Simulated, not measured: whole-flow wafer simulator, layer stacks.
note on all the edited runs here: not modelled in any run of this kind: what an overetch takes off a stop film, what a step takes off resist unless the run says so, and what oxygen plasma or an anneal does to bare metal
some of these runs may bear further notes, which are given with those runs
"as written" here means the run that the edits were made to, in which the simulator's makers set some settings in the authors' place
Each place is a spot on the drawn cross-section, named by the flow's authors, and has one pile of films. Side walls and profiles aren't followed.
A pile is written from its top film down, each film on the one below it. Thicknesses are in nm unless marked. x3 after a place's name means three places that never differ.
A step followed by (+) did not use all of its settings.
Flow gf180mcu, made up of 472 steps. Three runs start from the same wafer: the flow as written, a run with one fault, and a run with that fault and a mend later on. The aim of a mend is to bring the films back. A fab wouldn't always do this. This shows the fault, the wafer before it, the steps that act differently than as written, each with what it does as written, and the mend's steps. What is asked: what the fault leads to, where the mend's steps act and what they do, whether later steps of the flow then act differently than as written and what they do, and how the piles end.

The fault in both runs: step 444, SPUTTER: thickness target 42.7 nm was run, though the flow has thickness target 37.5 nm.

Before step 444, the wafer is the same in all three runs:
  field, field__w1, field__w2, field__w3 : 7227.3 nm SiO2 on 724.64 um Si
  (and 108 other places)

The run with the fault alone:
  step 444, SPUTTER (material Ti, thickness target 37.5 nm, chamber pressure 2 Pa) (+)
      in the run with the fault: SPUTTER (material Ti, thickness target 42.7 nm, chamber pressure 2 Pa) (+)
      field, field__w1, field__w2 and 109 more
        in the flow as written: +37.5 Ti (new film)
        in the run with the fault: +42.7 Ti (new film)
  Steps later in the flow that act otherwise than as written (4 more steps, not shown, differ only slightly: by at most 2% or 0.5 nm, whichever is larger):
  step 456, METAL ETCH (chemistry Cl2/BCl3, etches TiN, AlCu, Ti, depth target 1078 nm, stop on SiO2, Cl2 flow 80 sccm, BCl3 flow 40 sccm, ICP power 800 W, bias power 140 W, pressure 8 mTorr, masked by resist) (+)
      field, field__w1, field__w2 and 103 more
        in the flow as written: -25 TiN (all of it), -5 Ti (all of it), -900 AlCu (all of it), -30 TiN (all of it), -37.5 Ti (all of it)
        in the run with the fault: -25 TiN (all of it), -5 Ti (all of it), -900 AlCu (all of it), -30 TiN (all of it), -42.7 Ti (all of it)
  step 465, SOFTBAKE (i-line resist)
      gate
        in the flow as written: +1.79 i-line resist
        in the run with the fault: -0.3 i-line resist
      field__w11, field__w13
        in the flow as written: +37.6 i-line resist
        in the run with the fault: +31.2 i-line resist
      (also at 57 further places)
  By the end, the piles at field__w8, contact, m1, m1__w1, pad, m1_nw depart from the flow's by more than 2% or 0.5 nm, whichever is larger.
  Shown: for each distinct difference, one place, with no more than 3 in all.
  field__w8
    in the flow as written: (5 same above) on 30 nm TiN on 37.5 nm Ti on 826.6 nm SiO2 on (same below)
    in the run with the fault: (5 same above) on 30 nm TiN on 42.7 nm Ti on 826.6 nm SiO2 on (same below)
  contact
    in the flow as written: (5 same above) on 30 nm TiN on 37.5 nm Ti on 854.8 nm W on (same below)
    in the run with the fault: (5 same above) on 30 nm TiN on 42.7 nm Ti on 854.8 nm W on (same below)
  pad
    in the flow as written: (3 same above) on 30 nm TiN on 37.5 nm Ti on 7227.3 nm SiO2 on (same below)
    in the run with the fault: (3 same above) on 30 nm TiN on 42.7 nm Ti on 7227.3 nm SiO2 on (same below)

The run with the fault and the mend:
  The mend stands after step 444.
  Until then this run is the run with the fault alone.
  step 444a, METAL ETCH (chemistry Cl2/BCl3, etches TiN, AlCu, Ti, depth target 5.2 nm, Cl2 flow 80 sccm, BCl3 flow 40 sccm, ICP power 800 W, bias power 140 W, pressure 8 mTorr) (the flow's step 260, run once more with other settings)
      field, field__w1, field__w2 and 109 more
        -5.2 Ti
  Every later step of the flow that is run acts as written at every place that is followed.
  The piles end the same as the flow's at every place that both follow.
